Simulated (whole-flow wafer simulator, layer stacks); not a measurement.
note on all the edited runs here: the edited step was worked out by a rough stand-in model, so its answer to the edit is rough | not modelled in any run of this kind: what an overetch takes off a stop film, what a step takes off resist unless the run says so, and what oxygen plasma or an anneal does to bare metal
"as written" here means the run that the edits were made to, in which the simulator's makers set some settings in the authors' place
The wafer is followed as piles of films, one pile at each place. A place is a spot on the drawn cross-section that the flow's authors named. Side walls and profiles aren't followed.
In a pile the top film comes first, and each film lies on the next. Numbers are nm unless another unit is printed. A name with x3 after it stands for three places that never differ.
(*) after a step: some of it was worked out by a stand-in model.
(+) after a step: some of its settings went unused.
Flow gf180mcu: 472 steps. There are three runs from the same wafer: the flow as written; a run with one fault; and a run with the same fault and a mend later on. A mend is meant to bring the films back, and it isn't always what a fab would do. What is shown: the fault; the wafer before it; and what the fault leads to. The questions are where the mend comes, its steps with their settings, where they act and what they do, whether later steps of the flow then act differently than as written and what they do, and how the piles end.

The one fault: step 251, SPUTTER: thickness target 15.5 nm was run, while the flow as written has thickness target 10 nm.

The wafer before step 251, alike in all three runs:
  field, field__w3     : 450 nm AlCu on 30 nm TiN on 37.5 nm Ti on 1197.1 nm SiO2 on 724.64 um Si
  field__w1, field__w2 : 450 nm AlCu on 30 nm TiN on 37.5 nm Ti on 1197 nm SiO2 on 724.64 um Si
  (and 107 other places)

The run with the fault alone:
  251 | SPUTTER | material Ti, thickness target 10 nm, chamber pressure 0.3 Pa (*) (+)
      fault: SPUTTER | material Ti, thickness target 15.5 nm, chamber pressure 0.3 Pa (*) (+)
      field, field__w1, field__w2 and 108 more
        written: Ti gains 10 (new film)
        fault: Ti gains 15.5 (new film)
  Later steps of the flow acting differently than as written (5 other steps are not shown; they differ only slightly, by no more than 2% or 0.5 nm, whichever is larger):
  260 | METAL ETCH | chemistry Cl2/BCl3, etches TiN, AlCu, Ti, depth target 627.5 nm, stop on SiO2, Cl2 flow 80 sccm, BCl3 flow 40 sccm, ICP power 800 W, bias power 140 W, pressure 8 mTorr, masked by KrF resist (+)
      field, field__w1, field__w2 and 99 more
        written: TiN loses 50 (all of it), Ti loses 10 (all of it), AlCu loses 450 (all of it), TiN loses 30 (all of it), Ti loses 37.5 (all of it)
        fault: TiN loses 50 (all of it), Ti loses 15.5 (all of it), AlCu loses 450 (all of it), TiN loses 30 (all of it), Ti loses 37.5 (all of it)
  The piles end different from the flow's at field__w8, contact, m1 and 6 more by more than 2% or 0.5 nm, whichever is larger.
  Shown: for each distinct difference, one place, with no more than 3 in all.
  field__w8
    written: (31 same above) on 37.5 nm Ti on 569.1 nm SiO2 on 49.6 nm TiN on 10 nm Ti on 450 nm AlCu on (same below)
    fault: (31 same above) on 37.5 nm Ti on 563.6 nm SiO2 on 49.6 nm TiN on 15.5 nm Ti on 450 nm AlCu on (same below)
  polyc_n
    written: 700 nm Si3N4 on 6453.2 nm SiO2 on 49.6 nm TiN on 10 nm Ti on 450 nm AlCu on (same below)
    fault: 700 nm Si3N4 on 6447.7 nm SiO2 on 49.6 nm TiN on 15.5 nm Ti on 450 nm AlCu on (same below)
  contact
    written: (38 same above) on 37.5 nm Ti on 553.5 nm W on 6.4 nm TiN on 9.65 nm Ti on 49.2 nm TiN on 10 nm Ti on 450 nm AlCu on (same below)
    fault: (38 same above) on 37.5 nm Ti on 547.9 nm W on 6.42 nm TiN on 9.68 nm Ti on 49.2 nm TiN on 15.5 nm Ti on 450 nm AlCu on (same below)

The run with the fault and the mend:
  The mend stands after step 251.
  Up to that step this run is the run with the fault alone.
  251a | METAL ETCH | chemistry Cl2/BCl3, etches TiN, AlCu, Ti, depth target 5.5 nm, Cl2 flow 80 sccm, BCl3 flow 40 sccm, ICP power 800 W, bias power 140 W, pressure 8 mTorr
      field, field__w1, field__w2 and 108 more
        Ti loses 5.5
  Later steps of the flow that are run all act as written at every place that is followed.
  At every place that both follow, the piles at the end match the flow's.
